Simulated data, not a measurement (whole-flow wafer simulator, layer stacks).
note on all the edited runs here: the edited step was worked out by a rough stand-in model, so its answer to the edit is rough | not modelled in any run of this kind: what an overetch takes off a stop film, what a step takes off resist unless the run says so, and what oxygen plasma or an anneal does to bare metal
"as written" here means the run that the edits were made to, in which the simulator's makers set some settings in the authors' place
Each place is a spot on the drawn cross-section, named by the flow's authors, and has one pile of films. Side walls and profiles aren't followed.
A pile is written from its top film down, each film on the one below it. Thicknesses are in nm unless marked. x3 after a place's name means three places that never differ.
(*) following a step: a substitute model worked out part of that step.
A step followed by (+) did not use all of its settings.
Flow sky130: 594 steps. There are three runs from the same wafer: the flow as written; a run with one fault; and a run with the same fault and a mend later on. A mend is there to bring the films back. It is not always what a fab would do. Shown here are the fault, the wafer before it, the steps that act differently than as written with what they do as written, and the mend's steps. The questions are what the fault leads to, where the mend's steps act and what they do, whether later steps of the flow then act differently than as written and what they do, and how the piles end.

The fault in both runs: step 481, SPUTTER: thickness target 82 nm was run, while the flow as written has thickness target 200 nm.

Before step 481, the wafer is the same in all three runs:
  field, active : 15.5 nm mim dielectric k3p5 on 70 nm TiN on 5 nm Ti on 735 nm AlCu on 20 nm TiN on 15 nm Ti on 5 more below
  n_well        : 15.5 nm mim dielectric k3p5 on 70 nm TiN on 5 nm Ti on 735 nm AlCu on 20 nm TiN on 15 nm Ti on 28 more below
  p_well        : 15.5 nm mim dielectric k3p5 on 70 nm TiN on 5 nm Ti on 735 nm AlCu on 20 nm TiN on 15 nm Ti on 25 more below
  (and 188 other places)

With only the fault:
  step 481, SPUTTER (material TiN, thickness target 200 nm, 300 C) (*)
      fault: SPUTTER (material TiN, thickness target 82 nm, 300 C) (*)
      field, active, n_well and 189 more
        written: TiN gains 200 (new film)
        fault: TiN gains 82 (new film)
  Later steps of the flow acting differently than as written (not shown: 4 more steps that differ only slightly, by at most 2% or 0.5 nm, whichever is larger):
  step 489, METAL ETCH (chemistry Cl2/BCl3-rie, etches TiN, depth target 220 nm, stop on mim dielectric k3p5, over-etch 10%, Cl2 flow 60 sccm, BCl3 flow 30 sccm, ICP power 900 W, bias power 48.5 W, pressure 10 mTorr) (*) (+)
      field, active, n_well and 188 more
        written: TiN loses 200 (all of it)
        fault: TiN loses 82 (all of it)
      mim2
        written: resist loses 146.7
        fault: resist loses 60.1
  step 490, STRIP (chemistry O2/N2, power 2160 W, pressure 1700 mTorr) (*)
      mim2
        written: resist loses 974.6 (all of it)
        fault: resist loses 1061.1 (all of it)
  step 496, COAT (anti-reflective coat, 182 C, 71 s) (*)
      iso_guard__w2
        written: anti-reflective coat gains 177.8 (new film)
        fault: anti-reflective coat gains 107 (new film)
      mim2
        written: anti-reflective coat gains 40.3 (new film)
        fault: anti-reflective coat gains 36.6 (new film)
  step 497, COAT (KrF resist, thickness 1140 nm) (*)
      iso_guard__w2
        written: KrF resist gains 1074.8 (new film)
        fault: KrF resist gains 1122.6 (new film)
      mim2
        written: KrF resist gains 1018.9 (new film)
        fault: KrF resist gains 1112.6 (new film)
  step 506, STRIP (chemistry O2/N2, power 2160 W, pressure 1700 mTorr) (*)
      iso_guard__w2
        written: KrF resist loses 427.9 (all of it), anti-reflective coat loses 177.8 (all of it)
        fault: KrF resist loses 475.6 (all of it), anti-reflective coat loses 107 (all of it)
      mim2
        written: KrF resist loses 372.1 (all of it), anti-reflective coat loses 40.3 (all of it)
        fault: KrF resist loses 465.6 (all of it), anti-reflective coat loses 36.6 (all of it)
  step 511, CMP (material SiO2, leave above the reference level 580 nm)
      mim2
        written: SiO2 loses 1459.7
        fault: SiO2 loses 1341.7
  The piles end different from the flow's at mim2 by more than 2% or 0.5 nm, whichever is larger.
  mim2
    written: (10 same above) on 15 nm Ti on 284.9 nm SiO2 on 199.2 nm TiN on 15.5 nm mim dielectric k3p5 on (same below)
    fault: (10 same above) on 15 nm Ti on 402.9 nm SiO2 on 81.2 nm TiN on 15.5 nm mim dielectric k3p5 on (same below)

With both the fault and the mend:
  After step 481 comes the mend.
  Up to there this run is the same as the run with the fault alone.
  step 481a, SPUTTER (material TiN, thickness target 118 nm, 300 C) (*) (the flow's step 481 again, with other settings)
      field, active, n_well and 189 more
        TiN gains 118
  Every later step of the flow that is run acts as written at every place that is followed.
  The piles end the same as the flow's at every place that both follow.
